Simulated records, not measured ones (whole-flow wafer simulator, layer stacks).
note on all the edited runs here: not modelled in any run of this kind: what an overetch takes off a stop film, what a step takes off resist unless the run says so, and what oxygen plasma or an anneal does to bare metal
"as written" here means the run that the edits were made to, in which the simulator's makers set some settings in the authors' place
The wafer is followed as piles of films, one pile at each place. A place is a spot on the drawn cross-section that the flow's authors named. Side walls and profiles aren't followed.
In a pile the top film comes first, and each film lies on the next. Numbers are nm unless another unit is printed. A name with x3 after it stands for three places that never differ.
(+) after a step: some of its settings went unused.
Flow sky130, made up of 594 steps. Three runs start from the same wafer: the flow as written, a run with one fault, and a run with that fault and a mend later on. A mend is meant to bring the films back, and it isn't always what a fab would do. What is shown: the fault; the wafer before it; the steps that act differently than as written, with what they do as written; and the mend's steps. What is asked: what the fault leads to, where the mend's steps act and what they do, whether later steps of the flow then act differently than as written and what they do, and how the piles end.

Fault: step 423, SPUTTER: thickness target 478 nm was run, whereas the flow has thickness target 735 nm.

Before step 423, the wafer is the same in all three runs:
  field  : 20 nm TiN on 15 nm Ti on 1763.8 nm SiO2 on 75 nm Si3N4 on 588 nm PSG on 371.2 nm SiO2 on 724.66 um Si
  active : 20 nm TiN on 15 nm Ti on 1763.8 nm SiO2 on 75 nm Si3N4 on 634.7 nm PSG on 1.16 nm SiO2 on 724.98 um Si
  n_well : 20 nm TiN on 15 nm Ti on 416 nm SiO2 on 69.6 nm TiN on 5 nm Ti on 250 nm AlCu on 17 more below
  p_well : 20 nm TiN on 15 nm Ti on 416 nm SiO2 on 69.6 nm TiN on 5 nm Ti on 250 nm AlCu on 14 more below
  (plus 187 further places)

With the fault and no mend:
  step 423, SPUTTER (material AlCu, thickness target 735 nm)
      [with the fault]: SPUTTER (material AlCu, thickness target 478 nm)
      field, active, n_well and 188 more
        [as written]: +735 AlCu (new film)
        [with the fault]: +478 AlCu (new film)
  Steps later in the flow that act otherwise than as written (not shown: 7 more steps that differ only slightly, by at most 2% or 0.5 nm, whichever is larger):
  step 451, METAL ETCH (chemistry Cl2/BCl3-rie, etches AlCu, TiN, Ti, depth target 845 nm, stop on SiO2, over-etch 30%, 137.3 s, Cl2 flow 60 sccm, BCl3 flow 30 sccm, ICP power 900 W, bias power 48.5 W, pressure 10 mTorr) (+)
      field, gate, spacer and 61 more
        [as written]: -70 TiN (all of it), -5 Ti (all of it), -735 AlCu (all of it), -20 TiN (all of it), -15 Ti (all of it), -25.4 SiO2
        [with the fault]: -70 TiN (all of it), -5 Ti (all of it), -478 AlCu (all of it), -20 TiN (all of it), -15 Ti (all of it), -51 SiO2
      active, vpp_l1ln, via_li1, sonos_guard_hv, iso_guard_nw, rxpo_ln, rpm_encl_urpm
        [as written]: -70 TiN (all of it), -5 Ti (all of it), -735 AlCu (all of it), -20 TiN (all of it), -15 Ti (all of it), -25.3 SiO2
        [with the fault]: -70 TiN (all of it), -5 Ti (all of it), -478 AlCu (all of it), -20 TiN (all of it), -15 Ti (all of it), -51 SiO2
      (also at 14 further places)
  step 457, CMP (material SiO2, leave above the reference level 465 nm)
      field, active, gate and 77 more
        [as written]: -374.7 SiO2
        [with the fault]: -606 SiO2
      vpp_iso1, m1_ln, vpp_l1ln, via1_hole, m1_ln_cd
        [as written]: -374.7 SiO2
        [with the fault]: -605.9 SiO2
  By the end, the piles at field, active, n_well and 190 more depart from the flow's by more than 2% or 0.5 nm, whichever is larger.
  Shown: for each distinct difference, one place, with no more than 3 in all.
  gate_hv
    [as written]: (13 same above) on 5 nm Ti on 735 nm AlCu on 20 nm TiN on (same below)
    [with the fault]: (13 same above) on 5 nm Ti on 478 nm AlCu on 20 nm TiN on (same below)
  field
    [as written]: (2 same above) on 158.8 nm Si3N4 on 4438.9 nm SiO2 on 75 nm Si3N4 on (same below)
    [with the fault]: (2 same above) on 158.8 nm Si3N4 on 4181.9 nm SiO2 on 75 nm Si3N4 on (same below)
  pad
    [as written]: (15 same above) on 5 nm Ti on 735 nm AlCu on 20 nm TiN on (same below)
    [with the fault]: (15 same above) on 5 nm Ti on 478 nm AlCu on 20 nm TiN on (same below)

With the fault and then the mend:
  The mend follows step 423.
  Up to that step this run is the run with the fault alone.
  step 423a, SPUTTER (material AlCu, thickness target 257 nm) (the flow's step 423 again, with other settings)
      field, active, n_well and 188 more
        +257 AlCu
  Every later step of the flow that is run acts as written at every place that is followed.
  At every place that both follow, the piles at the end match the flow's.
